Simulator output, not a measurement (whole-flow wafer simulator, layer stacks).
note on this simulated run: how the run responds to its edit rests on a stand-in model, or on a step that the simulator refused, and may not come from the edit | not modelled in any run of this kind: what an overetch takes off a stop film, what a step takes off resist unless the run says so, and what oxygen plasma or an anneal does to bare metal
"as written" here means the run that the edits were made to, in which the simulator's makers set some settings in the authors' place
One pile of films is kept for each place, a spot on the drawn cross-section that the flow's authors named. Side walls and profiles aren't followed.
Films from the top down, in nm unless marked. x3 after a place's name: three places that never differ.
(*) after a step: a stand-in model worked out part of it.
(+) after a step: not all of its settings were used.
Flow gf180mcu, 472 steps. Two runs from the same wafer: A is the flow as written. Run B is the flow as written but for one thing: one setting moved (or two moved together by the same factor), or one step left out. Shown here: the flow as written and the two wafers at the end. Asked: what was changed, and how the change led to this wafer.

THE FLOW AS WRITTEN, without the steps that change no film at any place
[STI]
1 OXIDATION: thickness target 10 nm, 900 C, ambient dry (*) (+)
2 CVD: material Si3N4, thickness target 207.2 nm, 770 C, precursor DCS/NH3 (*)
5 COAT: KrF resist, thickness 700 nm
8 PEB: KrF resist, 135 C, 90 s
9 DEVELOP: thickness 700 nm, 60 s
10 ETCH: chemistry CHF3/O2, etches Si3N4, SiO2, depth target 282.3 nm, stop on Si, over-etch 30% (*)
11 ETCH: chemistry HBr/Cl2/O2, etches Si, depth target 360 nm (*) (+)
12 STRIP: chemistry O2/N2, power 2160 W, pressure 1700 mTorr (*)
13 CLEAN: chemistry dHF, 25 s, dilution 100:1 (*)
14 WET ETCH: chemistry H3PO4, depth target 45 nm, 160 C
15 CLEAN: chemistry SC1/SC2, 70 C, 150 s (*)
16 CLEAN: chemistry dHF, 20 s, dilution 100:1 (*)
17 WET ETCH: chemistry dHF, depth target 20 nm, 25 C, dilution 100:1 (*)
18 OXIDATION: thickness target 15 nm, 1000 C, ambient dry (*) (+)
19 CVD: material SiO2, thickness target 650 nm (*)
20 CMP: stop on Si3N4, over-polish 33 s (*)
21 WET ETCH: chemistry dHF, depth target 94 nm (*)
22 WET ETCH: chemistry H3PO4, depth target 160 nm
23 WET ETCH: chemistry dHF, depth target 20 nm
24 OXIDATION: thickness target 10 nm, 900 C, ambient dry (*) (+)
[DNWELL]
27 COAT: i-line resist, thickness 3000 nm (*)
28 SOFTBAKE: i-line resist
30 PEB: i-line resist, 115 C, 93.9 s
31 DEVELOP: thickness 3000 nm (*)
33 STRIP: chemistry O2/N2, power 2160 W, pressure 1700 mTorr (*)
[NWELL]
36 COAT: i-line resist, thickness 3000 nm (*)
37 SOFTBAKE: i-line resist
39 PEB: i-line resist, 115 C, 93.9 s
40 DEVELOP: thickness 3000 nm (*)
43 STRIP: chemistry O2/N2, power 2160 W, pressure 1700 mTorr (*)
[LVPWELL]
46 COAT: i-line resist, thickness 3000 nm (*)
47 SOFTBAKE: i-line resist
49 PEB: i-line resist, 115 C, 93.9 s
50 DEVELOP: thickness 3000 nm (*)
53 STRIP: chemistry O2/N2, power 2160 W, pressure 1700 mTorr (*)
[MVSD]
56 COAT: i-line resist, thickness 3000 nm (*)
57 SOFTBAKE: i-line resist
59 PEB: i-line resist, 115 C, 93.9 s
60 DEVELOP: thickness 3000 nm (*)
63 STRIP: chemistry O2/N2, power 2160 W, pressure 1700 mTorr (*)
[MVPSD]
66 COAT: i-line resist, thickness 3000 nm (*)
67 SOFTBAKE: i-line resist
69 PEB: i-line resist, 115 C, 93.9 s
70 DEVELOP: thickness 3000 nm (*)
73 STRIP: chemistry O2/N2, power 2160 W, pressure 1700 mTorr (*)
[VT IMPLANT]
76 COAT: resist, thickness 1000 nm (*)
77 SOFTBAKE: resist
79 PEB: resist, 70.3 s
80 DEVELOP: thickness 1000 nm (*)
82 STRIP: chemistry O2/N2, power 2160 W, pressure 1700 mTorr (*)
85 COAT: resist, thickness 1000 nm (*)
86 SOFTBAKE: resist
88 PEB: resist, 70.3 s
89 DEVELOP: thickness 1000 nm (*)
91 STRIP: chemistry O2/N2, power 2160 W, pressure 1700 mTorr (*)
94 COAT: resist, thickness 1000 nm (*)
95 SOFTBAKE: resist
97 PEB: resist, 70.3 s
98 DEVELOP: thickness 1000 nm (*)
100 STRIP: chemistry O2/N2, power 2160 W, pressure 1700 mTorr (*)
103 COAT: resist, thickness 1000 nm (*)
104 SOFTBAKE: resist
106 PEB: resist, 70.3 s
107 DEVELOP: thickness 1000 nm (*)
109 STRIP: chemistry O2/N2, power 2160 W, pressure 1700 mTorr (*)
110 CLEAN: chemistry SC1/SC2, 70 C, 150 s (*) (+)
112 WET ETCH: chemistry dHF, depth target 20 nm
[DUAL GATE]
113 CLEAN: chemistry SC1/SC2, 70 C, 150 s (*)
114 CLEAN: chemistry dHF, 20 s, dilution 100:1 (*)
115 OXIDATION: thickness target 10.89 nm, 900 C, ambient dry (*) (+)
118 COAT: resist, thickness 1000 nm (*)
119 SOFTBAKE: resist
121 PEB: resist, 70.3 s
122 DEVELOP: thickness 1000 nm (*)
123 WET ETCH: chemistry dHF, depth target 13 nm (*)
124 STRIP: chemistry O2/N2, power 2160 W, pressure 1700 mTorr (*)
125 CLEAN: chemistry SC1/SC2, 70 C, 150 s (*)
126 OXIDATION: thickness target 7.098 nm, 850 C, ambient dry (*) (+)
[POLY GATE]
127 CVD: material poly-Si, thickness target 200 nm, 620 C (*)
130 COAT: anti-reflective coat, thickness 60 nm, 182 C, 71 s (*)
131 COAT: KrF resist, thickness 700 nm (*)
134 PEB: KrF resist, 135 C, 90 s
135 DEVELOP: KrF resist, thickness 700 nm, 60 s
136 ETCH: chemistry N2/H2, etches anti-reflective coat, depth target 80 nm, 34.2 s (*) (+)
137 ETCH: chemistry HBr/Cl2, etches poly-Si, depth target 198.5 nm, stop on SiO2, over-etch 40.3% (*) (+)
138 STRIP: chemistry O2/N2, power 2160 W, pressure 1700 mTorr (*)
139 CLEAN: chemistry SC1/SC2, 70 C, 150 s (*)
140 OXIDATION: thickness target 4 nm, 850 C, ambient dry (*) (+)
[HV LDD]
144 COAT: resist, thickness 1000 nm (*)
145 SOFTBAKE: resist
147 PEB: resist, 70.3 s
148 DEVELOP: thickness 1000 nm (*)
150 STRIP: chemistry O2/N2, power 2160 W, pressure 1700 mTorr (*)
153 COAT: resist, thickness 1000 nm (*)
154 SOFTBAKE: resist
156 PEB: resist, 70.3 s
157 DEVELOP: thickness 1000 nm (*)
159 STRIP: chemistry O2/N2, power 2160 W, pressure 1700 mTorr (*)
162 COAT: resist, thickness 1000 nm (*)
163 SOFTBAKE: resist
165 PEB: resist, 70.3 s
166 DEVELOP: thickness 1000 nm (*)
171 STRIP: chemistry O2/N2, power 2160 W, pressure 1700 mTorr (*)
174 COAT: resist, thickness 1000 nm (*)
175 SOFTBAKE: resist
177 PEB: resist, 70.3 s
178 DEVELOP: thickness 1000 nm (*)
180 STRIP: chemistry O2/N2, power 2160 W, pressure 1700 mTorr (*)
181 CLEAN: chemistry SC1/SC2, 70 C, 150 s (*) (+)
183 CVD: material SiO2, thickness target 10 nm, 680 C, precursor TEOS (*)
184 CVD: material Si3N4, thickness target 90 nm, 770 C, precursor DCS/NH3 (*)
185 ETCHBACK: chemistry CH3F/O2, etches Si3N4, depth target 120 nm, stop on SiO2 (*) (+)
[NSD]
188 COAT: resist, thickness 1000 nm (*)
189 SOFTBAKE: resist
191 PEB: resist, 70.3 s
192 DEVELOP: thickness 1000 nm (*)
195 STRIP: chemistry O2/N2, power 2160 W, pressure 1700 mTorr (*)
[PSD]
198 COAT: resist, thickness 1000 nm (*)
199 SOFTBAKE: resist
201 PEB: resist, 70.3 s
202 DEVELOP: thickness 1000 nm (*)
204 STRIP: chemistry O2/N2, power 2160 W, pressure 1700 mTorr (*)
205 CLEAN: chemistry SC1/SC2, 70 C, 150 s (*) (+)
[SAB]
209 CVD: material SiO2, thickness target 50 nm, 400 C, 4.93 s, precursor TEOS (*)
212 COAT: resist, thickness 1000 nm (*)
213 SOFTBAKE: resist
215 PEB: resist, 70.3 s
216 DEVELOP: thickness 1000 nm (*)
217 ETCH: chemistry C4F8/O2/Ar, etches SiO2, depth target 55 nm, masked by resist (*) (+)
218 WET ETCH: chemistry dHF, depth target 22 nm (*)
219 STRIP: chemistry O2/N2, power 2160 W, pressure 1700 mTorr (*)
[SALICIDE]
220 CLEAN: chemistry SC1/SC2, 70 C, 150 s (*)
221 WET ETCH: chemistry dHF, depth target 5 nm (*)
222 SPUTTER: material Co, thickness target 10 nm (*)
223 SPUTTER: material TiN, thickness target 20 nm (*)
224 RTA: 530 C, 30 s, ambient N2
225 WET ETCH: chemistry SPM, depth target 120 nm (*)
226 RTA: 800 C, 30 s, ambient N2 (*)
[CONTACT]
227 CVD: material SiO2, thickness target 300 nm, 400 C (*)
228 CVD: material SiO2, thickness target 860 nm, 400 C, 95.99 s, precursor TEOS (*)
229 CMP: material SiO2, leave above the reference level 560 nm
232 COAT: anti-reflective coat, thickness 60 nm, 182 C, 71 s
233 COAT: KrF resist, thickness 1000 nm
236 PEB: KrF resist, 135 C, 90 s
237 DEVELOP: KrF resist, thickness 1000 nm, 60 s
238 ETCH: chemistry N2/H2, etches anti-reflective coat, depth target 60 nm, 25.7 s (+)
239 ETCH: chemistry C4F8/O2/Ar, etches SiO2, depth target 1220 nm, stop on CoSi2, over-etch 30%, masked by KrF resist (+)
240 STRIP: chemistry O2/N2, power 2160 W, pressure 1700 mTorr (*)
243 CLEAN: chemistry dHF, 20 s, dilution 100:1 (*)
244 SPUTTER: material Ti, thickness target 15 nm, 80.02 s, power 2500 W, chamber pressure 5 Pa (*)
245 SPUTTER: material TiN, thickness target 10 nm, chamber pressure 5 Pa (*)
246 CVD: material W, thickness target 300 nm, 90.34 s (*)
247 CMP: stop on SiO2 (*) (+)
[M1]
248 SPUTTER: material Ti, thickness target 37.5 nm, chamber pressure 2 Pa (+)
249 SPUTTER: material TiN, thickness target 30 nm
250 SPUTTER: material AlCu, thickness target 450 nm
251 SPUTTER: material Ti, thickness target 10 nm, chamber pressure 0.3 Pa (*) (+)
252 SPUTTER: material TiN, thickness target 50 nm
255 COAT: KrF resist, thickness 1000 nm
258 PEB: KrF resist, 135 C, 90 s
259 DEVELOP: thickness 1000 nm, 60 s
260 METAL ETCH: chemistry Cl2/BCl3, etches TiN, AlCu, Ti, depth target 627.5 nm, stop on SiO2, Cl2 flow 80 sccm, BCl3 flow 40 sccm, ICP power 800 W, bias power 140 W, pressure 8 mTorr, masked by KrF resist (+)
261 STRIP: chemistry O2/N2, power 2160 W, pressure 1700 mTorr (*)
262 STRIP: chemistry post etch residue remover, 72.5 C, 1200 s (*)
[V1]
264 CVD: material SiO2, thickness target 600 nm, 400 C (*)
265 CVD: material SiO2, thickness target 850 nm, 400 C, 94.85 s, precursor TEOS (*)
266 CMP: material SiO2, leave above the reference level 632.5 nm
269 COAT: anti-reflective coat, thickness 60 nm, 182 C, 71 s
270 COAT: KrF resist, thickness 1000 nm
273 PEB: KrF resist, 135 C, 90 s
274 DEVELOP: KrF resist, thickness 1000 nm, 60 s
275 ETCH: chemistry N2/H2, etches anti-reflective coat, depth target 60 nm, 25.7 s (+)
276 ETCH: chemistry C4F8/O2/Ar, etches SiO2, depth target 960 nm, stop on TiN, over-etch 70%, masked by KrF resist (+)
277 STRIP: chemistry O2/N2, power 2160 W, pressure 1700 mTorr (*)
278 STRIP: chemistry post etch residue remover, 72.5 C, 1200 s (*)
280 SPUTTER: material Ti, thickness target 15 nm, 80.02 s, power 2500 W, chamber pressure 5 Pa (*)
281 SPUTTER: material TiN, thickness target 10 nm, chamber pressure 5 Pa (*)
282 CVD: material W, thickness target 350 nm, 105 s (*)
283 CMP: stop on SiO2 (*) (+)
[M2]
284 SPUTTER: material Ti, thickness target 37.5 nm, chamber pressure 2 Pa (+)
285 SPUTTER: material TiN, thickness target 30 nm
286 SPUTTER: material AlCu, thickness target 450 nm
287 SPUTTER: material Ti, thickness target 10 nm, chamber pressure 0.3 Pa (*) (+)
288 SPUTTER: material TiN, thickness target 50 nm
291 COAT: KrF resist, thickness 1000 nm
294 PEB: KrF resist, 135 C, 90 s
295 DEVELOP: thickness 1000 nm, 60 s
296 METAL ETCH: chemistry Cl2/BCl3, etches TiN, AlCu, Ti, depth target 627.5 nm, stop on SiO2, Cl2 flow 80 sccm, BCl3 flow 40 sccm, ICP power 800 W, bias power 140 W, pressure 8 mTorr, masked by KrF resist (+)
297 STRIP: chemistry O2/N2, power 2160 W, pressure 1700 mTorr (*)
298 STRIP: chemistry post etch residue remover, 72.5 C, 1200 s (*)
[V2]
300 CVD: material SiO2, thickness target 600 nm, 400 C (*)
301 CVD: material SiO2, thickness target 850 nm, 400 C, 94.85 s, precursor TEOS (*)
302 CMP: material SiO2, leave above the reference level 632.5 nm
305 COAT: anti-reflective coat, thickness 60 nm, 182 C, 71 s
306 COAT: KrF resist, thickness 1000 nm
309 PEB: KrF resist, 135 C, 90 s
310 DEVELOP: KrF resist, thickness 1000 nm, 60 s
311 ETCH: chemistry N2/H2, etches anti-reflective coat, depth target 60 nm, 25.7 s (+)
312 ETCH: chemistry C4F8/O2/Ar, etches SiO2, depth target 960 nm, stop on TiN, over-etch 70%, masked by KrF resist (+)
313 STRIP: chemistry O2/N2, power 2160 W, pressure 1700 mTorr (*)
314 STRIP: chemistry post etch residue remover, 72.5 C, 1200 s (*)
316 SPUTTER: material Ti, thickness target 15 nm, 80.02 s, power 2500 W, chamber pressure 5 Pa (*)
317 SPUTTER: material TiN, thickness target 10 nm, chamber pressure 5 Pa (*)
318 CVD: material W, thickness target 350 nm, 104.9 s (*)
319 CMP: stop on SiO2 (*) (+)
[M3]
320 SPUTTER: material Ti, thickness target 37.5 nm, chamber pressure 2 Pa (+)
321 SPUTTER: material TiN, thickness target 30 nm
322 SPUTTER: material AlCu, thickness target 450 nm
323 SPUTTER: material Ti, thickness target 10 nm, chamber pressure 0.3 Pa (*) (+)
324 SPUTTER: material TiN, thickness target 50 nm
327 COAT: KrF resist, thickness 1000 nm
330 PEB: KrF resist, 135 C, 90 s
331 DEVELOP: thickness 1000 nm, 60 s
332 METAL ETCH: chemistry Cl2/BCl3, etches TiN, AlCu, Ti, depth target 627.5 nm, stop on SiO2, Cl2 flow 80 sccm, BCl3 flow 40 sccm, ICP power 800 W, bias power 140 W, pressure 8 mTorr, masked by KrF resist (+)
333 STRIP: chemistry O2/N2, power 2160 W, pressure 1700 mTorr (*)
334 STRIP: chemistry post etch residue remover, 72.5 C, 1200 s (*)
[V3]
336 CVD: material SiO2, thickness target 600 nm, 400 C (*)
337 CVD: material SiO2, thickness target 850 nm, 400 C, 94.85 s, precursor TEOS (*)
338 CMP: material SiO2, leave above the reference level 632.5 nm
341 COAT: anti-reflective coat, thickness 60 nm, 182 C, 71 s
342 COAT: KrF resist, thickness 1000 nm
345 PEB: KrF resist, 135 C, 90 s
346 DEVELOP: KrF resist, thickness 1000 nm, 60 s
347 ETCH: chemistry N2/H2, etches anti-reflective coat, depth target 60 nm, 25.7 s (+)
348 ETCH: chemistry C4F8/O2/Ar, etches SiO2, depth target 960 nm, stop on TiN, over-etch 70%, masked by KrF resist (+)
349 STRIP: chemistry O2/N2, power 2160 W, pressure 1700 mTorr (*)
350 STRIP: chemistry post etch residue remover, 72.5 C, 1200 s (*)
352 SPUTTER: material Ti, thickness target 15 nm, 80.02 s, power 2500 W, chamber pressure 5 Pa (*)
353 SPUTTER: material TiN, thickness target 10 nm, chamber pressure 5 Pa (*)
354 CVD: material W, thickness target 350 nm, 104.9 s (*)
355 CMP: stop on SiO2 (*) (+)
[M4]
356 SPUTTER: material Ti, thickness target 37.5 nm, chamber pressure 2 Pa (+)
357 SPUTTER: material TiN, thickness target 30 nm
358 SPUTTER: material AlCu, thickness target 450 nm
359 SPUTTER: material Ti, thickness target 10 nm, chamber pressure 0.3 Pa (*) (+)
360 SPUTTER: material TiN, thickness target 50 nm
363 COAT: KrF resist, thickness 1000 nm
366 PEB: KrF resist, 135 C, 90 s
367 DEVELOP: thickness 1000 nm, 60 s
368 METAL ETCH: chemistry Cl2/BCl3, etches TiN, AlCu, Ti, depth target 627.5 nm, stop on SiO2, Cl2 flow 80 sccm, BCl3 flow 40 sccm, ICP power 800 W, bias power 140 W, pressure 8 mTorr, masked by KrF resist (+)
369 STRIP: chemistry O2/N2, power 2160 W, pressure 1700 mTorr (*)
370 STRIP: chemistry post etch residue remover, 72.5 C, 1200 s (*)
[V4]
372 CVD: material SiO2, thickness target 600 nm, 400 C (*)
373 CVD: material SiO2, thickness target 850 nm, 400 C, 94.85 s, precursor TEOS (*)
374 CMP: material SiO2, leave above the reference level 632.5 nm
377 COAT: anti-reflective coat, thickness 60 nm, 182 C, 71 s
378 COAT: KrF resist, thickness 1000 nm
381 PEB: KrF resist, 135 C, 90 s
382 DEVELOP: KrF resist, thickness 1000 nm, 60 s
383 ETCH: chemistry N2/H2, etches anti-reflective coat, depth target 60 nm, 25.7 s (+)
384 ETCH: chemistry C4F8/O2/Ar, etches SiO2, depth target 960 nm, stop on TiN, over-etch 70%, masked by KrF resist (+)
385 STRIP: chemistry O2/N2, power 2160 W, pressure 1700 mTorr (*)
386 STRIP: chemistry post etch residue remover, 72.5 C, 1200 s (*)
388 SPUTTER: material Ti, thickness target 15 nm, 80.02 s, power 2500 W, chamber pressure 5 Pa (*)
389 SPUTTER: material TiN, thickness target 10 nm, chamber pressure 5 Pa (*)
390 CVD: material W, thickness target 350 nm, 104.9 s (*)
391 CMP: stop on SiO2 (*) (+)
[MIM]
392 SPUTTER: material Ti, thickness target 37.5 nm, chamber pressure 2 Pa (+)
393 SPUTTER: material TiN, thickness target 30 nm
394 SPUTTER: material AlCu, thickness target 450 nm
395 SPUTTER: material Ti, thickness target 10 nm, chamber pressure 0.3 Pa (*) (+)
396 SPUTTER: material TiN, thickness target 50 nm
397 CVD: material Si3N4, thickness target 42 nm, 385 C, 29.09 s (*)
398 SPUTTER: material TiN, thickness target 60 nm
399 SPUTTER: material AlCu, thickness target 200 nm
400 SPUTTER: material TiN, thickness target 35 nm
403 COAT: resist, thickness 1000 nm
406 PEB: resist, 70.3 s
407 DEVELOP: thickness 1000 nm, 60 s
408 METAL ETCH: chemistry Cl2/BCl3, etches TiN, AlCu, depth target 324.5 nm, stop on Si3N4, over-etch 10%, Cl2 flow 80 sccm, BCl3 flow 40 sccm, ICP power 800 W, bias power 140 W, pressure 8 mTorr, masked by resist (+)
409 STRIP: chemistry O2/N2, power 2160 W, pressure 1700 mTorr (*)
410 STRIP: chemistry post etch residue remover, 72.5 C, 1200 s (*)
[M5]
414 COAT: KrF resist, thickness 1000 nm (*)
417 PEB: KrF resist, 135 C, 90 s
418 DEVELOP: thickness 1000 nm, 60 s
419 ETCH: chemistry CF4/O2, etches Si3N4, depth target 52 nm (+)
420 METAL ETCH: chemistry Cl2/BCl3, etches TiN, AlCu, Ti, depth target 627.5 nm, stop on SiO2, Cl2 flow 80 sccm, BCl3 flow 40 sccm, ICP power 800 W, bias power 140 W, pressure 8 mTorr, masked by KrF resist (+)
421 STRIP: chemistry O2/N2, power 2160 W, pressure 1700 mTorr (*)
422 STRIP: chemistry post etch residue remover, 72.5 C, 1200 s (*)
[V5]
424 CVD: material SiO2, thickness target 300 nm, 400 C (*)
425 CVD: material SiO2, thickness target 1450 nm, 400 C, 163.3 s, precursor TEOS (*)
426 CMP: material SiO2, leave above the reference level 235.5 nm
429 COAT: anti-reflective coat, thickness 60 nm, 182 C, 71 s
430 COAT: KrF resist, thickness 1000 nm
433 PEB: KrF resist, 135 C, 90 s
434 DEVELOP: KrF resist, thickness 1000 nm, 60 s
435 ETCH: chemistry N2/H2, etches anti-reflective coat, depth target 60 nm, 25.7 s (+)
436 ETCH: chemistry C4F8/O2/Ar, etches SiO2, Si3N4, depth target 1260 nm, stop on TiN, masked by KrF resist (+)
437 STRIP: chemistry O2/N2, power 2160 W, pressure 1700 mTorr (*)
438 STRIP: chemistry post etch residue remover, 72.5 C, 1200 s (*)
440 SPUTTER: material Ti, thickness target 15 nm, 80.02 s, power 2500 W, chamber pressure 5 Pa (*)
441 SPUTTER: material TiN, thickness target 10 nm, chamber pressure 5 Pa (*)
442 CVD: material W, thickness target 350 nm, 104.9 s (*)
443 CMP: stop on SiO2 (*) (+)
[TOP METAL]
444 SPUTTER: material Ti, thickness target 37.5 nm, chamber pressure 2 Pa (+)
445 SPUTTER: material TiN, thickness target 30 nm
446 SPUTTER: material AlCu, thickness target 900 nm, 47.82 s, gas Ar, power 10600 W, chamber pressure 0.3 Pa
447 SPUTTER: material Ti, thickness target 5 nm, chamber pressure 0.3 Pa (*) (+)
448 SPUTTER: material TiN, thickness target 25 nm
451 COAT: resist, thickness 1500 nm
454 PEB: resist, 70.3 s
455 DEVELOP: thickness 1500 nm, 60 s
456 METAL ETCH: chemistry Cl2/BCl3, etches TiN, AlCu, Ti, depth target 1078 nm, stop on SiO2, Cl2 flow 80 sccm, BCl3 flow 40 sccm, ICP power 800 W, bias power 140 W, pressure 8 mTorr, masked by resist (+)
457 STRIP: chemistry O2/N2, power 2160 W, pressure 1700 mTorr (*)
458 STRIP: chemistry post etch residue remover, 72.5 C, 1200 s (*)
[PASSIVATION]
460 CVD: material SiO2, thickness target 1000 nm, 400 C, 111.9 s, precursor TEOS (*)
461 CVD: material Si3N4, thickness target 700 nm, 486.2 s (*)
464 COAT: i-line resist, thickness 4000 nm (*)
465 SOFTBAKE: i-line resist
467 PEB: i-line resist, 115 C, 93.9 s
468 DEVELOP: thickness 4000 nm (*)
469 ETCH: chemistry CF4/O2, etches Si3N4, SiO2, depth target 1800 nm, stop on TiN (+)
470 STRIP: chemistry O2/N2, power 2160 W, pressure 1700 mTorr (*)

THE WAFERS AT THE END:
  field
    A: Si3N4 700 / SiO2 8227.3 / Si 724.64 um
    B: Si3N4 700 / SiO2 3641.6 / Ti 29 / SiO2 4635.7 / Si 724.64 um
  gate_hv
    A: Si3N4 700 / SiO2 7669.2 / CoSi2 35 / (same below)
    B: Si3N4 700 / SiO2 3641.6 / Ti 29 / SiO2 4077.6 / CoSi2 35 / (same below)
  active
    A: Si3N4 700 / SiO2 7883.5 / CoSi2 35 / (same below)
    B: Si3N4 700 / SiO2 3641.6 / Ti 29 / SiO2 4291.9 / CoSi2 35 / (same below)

The cause: step 358, SPUTTER: thickness target 529 nm was run, where the flow has thickness target 450 nm.

How the change led to this, step by step:
  358 SPUTTER: material AlCu, thickness target 450 nm
      field, field__w1, field__w2 and 108 more: A AlCu +450 (new film) | B AlCu +529 (new film)
  368 METAL ETCH: chemistry Cl2/BCl3, etches TiN, AlCu, Ti, depth target 627.5 nm, stop on SiO2, Cl2 flow 80 sccm, BCl3 flow 40 sccm, ICP power 800 W, bias power 140 W, pressure 8 mTorr, masked by KrF resist (+)
      field, field__w1, field__w2 and 103 more: A TiN -50 (all of it), Ti -10 (all of it), AlCu -450 (all of it), TiN -30 (all of it), Ti -37.5 (all of it) | B TiN -50 (all of it), Ti -10 (all of it), AlCu -529 (all of it), TiN -30 (all of it), Ti -8.5
  372 CVD: material SiO2, thickness target 600 nm, 400 C (*)
      field, field__w1, field__w2 and 103 more: A SiO2 +600 | B SiO2 +600 (new film)
  374 CMP: material SiO2, leave above the reference level 632.5 nm
      field, field__w1, field__w2 and 103 more: A SiO2 -300 | B SiO2 -250
Counting metal films that touch as one body, field has 1 body; the flow as written gives 0 bodies.
Counting metal films that touch as one body, gate_hv has 2 bodies (between them, from the top down: SiO2 4077.6); the flow as written gives 1 body.
Counting metal films that touch as one body, active has 2 bodies (between them, from the top down: SiO2 4291.9); the flow as written gives 1 body.
